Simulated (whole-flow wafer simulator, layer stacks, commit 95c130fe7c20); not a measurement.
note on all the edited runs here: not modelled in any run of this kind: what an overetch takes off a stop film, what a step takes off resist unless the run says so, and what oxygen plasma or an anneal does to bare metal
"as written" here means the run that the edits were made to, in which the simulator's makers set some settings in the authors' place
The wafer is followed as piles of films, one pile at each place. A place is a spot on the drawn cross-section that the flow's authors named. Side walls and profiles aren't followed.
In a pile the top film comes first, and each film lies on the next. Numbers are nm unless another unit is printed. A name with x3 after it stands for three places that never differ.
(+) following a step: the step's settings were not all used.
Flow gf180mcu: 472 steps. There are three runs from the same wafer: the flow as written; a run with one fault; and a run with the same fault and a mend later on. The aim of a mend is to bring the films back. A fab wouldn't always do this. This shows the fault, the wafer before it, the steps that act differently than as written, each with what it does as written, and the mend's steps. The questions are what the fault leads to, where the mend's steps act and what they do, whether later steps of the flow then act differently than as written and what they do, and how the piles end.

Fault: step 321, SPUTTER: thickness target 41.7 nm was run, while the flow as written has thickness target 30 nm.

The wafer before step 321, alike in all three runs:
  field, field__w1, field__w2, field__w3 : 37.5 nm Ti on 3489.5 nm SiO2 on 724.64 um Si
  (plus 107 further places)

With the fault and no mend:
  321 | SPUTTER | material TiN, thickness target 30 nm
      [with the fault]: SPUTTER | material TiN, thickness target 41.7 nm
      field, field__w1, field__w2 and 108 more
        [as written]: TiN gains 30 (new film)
        [with the fault]: TiN gains 41.7 (new film)
  Later steps of the flow acting differently than as written:
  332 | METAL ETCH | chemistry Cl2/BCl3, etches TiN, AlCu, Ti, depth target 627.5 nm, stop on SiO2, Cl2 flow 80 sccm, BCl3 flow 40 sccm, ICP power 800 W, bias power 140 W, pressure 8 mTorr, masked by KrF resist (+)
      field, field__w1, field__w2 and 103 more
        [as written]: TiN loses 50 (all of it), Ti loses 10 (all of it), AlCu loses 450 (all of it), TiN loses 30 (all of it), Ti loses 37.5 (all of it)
        [with the fault]: TiN loses 50 (all of it), Ti loses 10 (all of it), AlCu loses 450 (all of it), TiN loses 41.7 (all of it), Ti loses 37.5 (all of it)
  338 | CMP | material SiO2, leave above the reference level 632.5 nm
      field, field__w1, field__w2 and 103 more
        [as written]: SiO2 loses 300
        [with the fault]: SiO2 loses 288.3
  The piles end different from the flow's at field__w8, contact, m1, m1__w1, m1_nw by more than 2% or 0.5 nm, whichever is larger.
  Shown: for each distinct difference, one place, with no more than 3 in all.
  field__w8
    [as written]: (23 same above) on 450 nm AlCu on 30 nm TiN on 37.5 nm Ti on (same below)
    [with the fault]: (23 same above) on 450 nm AlCu on 41.7 nm TiN on 37.5 nm Ti on (same below)
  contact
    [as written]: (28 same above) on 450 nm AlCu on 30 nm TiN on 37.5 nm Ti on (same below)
    [with the fault]: (28 same above) on 450 nm AlCu on 41.7 nm TiN on 37.5 nm Ti on (same below)

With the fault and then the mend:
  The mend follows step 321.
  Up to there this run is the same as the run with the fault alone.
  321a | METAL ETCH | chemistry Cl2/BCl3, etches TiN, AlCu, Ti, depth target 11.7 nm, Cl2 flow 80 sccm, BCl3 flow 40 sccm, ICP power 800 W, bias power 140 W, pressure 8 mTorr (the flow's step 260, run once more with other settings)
      field, field__w1, field__w2 and 108 more
        TiN loses 11.7
  None of the later steps of the flow acts differently than as written at any place that is followed.
  The piles end the same as the flow's at every place that both follow.
